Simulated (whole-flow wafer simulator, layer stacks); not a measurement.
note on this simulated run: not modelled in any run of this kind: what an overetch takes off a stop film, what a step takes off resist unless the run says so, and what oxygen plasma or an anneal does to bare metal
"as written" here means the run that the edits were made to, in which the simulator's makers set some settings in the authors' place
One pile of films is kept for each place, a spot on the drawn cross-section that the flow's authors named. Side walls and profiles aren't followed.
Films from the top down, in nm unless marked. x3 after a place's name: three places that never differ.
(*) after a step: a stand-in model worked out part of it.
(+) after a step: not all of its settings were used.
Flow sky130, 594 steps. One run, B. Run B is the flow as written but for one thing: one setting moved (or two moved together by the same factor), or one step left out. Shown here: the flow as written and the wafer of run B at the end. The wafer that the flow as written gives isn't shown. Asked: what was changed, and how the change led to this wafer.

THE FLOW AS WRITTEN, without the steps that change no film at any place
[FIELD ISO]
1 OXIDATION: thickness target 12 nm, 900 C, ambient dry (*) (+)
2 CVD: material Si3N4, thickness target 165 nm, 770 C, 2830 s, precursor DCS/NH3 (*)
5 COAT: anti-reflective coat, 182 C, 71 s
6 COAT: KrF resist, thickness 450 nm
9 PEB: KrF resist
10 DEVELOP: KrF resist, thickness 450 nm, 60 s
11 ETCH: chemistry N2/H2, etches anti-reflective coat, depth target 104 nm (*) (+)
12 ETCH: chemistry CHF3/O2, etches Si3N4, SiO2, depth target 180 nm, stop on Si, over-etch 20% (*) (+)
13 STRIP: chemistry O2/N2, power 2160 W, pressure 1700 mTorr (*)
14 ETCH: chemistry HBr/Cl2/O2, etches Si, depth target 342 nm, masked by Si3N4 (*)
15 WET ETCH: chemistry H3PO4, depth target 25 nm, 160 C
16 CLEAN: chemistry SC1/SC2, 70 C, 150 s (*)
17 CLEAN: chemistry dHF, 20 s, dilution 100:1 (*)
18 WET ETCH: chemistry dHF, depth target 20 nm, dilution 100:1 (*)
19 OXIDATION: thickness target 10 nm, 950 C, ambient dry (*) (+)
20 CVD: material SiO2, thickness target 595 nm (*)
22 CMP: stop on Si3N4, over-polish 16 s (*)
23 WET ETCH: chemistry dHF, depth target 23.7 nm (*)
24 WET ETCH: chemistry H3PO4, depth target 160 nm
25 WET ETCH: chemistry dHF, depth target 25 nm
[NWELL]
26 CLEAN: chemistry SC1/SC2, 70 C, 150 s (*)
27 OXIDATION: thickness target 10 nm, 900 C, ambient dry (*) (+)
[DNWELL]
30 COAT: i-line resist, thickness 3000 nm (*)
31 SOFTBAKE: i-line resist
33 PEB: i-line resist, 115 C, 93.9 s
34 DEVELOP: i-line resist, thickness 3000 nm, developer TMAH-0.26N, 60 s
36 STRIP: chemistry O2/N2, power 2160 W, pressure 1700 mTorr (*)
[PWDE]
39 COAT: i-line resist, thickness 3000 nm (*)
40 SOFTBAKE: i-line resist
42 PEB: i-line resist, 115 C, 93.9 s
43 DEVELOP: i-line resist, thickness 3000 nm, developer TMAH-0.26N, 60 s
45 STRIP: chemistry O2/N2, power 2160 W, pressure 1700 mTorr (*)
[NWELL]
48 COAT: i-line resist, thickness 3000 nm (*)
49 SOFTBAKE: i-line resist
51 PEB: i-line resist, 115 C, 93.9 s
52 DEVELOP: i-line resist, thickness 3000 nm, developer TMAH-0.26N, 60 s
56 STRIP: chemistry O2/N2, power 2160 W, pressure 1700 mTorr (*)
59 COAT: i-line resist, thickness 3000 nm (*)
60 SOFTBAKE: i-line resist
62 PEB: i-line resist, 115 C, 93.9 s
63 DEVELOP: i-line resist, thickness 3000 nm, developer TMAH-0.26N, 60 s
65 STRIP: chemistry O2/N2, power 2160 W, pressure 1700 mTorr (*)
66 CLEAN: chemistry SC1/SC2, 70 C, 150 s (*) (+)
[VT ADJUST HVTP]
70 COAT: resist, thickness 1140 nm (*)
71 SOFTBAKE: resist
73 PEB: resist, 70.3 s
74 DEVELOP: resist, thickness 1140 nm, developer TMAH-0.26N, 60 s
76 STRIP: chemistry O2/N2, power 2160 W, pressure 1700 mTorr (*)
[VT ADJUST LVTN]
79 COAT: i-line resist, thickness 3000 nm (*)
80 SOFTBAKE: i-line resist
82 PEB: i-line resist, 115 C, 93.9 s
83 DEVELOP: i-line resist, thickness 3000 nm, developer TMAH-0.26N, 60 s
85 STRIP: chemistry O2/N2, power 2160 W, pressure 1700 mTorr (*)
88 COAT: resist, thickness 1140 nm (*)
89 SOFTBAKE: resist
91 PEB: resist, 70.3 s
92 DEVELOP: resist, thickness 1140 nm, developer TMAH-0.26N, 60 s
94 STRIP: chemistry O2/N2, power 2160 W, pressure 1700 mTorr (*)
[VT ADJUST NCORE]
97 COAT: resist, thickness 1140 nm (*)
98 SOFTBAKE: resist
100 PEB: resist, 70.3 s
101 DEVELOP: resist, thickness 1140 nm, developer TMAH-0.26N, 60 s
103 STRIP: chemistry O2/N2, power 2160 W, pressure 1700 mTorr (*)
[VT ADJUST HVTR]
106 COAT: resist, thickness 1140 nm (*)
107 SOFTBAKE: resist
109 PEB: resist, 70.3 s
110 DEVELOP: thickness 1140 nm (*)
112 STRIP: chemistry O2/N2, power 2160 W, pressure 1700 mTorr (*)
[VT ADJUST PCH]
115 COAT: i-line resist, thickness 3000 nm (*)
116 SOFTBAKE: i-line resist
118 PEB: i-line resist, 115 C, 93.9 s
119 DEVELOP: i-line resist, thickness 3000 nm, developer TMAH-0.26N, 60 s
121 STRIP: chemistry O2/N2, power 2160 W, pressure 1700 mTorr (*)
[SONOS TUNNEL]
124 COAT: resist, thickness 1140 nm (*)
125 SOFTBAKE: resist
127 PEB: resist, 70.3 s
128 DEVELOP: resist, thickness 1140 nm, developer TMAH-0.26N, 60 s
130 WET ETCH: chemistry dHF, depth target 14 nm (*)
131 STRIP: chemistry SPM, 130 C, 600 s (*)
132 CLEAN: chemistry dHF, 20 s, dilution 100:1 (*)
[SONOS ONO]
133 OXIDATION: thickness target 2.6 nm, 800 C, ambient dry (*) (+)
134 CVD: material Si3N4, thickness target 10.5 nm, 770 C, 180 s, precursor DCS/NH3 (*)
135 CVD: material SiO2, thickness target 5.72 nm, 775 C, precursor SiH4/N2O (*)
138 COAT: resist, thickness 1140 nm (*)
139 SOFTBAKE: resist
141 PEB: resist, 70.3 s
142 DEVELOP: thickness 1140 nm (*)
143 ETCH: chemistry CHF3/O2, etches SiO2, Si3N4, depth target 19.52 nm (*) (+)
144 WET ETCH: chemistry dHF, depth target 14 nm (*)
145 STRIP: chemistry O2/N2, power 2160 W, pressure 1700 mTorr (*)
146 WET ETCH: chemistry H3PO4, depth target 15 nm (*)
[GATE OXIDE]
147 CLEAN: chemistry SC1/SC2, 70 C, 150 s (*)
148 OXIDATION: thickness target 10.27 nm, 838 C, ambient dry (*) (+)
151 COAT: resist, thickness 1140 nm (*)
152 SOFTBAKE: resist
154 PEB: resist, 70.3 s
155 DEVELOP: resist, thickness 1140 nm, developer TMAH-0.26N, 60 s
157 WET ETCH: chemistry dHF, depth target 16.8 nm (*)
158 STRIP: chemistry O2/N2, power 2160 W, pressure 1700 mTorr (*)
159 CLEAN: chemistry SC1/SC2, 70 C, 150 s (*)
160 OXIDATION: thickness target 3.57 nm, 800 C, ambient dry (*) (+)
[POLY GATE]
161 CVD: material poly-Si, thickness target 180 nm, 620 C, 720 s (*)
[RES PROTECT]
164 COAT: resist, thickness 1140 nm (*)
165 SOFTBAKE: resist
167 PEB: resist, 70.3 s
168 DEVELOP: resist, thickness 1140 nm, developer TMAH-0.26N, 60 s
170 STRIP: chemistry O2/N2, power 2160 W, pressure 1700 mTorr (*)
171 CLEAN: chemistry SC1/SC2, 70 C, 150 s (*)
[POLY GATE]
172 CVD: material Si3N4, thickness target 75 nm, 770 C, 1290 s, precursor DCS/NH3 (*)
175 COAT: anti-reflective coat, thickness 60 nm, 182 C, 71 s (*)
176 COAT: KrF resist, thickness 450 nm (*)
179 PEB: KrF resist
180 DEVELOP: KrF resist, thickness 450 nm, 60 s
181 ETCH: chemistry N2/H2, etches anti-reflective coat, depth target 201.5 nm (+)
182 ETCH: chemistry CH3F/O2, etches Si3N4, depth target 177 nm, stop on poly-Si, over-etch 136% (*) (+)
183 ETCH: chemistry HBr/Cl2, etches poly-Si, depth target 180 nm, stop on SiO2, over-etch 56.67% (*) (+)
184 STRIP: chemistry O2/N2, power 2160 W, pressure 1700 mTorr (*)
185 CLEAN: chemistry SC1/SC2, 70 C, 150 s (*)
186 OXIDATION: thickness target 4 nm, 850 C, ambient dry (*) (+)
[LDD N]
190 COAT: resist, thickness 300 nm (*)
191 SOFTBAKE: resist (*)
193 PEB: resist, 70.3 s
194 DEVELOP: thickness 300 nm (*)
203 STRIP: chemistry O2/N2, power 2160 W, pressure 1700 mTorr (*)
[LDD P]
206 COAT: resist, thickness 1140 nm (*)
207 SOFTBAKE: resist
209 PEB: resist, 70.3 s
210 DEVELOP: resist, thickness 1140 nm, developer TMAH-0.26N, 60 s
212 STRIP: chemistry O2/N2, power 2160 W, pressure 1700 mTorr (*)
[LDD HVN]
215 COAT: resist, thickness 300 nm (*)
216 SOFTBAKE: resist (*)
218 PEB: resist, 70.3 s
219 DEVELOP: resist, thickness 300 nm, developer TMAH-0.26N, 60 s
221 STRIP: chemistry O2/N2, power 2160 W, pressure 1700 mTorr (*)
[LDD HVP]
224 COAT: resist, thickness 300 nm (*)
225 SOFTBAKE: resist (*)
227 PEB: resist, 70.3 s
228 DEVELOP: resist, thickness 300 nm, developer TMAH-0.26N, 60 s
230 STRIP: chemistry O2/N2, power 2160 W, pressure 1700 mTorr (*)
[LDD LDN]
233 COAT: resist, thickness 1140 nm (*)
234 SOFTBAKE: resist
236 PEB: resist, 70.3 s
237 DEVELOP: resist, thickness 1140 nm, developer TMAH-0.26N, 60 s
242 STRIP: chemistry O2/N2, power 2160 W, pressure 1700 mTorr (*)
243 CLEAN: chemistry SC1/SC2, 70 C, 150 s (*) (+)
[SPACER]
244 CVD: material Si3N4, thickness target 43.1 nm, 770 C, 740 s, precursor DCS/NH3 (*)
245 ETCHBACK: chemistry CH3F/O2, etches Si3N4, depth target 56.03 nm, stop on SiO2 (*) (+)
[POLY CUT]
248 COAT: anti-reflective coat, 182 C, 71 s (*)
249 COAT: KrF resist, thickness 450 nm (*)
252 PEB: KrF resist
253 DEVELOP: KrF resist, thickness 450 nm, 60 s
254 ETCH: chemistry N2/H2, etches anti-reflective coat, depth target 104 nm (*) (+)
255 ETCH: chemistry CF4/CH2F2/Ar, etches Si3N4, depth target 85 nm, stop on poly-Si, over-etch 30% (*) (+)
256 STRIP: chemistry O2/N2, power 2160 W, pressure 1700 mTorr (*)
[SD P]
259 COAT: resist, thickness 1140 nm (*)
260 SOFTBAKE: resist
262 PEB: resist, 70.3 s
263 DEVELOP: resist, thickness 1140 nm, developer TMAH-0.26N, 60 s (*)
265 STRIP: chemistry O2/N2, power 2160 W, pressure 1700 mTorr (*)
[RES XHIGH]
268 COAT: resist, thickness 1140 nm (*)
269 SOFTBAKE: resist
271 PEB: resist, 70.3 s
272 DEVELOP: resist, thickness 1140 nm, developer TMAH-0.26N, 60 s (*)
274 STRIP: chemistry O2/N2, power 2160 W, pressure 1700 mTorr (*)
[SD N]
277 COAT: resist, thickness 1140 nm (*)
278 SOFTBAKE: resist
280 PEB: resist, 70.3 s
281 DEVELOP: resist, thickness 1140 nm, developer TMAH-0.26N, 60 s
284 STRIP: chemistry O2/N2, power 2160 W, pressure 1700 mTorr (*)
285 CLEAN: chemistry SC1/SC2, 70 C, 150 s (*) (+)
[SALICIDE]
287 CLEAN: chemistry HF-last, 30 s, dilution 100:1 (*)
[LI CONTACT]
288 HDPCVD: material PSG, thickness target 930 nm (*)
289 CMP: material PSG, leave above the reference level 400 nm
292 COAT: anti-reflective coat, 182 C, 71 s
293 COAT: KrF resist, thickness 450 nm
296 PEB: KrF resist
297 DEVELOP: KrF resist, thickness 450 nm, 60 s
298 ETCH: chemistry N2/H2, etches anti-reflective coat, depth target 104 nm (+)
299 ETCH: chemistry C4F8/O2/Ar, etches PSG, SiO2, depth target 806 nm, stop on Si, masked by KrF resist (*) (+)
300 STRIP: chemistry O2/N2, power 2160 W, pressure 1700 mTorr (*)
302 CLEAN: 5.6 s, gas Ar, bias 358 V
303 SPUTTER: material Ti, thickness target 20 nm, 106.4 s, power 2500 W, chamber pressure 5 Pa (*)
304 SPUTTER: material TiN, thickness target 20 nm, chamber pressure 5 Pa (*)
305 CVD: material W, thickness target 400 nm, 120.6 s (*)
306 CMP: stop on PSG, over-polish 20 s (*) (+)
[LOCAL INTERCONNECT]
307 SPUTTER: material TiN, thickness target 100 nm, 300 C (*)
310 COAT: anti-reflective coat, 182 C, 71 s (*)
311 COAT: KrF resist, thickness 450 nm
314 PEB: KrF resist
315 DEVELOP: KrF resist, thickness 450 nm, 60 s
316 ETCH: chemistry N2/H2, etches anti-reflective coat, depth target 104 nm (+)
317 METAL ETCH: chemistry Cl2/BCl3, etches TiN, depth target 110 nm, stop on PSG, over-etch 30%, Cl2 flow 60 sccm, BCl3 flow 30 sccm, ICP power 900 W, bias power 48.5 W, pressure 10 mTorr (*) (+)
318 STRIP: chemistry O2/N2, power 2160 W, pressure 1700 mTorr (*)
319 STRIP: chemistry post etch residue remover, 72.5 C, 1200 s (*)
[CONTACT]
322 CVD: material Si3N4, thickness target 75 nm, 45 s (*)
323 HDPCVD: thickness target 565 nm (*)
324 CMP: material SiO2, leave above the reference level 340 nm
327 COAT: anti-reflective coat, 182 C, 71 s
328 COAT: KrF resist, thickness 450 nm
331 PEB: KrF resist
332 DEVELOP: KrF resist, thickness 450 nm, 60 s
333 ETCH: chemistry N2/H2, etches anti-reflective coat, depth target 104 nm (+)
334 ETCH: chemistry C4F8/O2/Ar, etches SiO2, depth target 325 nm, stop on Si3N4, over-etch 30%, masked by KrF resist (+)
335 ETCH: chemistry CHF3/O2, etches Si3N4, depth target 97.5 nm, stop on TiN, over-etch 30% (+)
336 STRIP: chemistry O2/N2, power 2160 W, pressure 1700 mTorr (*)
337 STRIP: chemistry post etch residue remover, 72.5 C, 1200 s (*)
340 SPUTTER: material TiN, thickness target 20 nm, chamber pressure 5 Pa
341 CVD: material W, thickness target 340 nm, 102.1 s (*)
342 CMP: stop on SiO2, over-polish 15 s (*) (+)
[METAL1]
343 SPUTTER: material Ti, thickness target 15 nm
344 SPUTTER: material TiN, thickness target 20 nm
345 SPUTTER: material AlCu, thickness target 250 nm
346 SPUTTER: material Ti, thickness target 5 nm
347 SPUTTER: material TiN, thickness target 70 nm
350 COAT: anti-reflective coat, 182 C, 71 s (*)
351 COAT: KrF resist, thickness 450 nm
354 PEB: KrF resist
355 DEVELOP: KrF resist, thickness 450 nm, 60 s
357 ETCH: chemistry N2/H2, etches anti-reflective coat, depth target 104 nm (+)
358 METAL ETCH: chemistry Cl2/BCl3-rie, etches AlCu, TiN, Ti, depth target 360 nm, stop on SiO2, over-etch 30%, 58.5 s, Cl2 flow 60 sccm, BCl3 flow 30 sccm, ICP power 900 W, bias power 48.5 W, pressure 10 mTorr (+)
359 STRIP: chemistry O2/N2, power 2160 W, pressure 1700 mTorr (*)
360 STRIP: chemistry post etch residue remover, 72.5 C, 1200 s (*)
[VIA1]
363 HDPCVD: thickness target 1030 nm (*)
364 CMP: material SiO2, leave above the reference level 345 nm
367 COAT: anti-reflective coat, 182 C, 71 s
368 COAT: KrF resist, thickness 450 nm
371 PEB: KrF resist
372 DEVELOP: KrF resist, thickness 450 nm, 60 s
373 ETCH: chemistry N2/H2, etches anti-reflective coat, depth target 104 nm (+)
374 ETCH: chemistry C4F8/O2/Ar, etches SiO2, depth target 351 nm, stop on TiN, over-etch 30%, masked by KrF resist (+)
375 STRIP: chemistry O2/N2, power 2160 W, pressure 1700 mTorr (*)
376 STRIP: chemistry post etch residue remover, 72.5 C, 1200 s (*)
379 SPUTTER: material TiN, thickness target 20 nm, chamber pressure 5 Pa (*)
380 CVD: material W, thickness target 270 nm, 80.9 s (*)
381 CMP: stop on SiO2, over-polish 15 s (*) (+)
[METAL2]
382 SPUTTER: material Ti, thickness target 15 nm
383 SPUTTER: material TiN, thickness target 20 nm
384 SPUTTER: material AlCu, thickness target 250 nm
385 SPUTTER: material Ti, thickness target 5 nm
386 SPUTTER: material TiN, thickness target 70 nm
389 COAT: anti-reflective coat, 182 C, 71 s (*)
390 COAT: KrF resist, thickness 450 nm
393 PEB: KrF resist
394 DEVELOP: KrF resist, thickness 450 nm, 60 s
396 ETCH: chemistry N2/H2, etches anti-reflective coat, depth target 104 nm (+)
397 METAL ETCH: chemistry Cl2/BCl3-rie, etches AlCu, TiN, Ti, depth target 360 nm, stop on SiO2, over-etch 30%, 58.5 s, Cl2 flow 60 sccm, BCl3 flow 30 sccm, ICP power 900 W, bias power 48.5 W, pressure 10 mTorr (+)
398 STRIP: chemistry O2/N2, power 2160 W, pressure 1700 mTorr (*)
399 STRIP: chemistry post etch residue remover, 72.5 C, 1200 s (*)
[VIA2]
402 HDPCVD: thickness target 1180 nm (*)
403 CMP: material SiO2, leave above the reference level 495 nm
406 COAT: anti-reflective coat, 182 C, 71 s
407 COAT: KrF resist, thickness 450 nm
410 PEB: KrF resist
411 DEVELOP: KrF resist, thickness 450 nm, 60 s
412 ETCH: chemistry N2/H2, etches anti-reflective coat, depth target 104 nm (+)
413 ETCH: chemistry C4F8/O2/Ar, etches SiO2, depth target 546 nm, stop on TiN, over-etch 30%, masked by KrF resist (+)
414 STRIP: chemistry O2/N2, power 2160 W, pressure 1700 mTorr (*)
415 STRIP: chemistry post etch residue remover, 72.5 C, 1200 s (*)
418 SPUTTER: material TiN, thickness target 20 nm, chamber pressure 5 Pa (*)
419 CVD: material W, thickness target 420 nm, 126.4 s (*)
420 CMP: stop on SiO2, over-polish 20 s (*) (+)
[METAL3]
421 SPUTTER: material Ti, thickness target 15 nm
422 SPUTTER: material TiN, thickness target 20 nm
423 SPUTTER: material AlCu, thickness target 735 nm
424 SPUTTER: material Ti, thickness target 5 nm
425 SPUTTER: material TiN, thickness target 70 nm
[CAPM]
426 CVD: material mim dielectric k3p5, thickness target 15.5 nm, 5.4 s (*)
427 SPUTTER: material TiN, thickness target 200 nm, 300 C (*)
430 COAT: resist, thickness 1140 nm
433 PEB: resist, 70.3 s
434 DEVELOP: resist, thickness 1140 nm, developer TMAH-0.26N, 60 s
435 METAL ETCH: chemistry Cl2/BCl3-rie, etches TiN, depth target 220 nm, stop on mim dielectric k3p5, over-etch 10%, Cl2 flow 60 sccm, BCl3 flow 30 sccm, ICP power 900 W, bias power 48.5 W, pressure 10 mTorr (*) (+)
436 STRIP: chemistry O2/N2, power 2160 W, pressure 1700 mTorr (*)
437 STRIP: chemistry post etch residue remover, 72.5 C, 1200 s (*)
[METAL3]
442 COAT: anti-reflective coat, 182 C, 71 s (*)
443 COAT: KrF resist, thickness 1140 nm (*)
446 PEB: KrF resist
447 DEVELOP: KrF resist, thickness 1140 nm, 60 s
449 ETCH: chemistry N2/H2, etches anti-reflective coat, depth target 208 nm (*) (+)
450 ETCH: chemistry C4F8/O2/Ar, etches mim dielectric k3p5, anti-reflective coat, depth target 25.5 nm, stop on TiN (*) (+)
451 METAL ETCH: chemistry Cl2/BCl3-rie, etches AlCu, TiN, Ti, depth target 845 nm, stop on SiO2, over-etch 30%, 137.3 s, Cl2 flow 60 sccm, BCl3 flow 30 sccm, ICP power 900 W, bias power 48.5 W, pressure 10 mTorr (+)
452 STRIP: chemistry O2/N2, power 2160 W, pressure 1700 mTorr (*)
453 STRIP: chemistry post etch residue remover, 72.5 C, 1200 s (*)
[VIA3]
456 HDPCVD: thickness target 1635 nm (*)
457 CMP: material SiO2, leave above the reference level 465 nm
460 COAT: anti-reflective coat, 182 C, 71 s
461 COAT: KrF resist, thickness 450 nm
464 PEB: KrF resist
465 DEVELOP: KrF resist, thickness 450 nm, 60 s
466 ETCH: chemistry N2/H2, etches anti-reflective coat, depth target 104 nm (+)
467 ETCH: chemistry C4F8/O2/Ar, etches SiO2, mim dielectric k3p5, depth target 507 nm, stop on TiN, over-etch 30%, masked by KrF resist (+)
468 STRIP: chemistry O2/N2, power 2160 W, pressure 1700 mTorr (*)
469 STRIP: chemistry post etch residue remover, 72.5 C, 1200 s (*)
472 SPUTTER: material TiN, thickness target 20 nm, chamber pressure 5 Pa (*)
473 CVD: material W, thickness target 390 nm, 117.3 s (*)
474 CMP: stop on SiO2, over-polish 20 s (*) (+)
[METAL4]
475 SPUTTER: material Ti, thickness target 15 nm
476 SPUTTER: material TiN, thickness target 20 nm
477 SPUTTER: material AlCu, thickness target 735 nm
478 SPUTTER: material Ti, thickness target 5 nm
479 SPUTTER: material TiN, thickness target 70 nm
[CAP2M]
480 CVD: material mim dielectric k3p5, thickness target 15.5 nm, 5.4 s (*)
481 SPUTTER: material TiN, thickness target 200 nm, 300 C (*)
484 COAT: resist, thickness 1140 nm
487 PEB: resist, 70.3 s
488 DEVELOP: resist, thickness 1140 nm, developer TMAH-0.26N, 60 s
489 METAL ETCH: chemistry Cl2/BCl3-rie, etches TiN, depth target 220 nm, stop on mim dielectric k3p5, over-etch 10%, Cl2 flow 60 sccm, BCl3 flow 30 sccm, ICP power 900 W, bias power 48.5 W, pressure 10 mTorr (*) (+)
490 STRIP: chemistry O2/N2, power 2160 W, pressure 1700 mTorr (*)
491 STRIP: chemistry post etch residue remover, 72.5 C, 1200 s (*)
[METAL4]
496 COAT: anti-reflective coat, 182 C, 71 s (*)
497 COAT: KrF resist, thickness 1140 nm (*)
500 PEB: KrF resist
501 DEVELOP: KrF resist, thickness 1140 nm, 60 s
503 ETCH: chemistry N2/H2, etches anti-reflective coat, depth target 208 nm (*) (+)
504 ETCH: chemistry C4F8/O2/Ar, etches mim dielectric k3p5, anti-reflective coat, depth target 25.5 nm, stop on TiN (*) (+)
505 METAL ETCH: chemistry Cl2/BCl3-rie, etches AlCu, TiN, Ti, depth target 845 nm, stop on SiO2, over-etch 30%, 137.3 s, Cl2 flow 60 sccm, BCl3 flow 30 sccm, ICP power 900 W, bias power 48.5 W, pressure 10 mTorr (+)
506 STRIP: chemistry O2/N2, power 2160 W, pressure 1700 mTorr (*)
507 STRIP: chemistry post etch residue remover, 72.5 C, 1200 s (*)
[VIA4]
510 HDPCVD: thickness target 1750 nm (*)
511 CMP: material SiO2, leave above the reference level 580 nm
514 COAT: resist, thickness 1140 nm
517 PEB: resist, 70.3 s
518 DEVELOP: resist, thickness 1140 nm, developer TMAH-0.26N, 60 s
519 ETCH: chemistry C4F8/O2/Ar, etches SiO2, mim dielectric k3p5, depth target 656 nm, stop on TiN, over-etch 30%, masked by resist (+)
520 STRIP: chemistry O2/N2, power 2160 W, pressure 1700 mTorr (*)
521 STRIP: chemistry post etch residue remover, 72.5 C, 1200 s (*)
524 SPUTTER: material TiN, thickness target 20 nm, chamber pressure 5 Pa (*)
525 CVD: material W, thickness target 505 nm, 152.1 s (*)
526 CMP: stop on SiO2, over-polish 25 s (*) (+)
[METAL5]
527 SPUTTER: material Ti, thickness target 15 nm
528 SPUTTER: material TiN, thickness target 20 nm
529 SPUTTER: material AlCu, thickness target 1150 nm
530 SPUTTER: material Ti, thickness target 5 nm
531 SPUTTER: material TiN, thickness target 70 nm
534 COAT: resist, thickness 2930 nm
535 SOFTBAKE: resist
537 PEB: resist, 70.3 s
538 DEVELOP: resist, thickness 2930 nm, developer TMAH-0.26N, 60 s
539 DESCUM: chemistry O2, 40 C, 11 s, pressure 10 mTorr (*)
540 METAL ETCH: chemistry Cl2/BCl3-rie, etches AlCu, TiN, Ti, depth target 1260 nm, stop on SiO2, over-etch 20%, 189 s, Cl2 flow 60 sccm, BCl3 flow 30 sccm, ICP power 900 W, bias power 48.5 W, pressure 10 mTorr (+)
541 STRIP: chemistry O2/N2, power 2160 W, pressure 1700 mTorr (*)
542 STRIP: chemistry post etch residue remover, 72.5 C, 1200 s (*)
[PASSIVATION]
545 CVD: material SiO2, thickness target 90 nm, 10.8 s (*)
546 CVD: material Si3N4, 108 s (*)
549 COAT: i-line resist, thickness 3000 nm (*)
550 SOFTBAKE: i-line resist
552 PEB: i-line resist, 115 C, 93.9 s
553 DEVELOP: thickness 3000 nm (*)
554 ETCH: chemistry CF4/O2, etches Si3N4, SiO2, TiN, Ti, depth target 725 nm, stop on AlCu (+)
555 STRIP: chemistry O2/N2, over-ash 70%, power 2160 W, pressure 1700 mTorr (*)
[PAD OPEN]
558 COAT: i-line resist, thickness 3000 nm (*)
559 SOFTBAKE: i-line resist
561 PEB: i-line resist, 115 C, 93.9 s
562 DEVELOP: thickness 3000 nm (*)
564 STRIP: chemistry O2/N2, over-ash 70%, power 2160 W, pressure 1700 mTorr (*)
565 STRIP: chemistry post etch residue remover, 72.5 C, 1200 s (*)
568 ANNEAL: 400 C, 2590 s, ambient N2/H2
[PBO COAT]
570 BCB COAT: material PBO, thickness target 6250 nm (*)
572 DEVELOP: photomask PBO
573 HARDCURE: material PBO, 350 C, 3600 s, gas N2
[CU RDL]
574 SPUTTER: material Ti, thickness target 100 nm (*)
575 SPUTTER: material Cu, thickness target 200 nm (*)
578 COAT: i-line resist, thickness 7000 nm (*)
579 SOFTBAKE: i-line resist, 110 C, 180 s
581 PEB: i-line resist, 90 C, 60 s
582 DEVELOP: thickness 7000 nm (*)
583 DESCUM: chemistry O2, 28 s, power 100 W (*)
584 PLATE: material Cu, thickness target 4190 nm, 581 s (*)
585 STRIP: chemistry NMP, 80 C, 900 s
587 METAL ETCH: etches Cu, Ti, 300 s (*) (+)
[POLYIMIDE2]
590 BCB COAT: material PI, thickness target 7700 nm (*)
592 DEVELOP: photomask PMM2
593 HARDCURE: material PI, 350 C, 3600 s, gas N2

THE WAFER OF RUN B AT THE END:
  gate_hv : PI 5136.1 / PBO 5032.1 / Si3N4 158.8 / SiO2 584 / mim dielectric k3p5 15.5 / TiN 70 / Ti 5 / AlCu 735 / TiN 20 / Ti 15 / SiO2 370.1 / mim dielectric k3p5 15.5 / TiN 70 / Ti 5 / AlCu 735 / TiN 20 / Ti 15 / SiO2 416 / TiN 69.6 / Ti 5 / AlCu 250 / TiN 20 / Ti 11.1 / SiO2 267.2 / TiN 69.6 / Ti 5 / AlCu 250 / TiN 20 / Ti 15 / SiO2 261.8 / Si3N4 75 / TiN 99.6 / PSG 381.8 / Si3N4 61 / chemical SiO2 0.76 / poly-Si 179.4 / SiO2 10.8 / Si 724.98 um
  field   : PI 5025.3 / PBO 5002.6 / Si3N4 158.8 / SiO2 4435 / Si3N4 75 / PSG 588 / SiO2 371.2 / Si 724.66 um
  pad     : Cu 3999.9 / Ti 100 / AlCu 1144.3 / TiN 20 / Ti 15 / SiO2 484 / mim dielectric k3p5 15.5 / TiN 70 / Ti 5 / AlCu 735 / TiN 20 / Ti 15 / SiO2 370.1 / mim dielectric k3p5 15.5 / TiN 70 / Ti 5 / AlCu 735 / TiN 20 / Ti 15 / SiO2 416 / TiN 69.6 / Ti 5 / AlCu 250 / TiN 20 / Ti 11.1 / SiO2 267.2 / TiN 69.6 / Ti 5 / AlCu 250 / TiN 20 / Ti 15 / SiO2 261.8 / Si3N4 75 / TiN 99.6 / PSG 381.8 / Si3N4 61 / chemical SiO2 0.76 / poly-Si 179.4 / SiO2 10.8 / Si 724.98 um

The cause: step 382, SPUTTER: thickness target 11.1 nm was run, where the flow has thickness target 15 nm.
It can be read off the wafer: gate_hv has Ti 11.1, and step 382 as written asks for 15 nm.

How the change led to this, step by step:
  382 SPUTTER: material Ti, thickness target 15 nm
      field, active, n_well and 188 more: Ti +11.1 (new film) (as written it would be: Ti +15 (new film))
  397 METAL ETCH: chemistry Cl2/BCl3-rie, etches AlCu, TiN, Ti, depth target 360 nm, stop on SiO2, over-etch 30%, 58.5 s, Cl2 flow 60 sccm, BCl3 flow 30 sccm, ICP power 900 W, bias power 48.5 W, pressure 10 mTorr (+)
      field, active, gate and 82 more: TiN -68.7 (all of it), Ti -5 (all of it), AlCu -250 (all of it), TiN -20 (all of it), Ti -11.1 (all of it), SiO2 -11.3 (as written it would be: TiN -68.7 (all of it), Ti -5 (all of it), AlCu -250 (all of it), TiN -20 (all of it), Ti -15 (all of it), SiO2 -10.9)
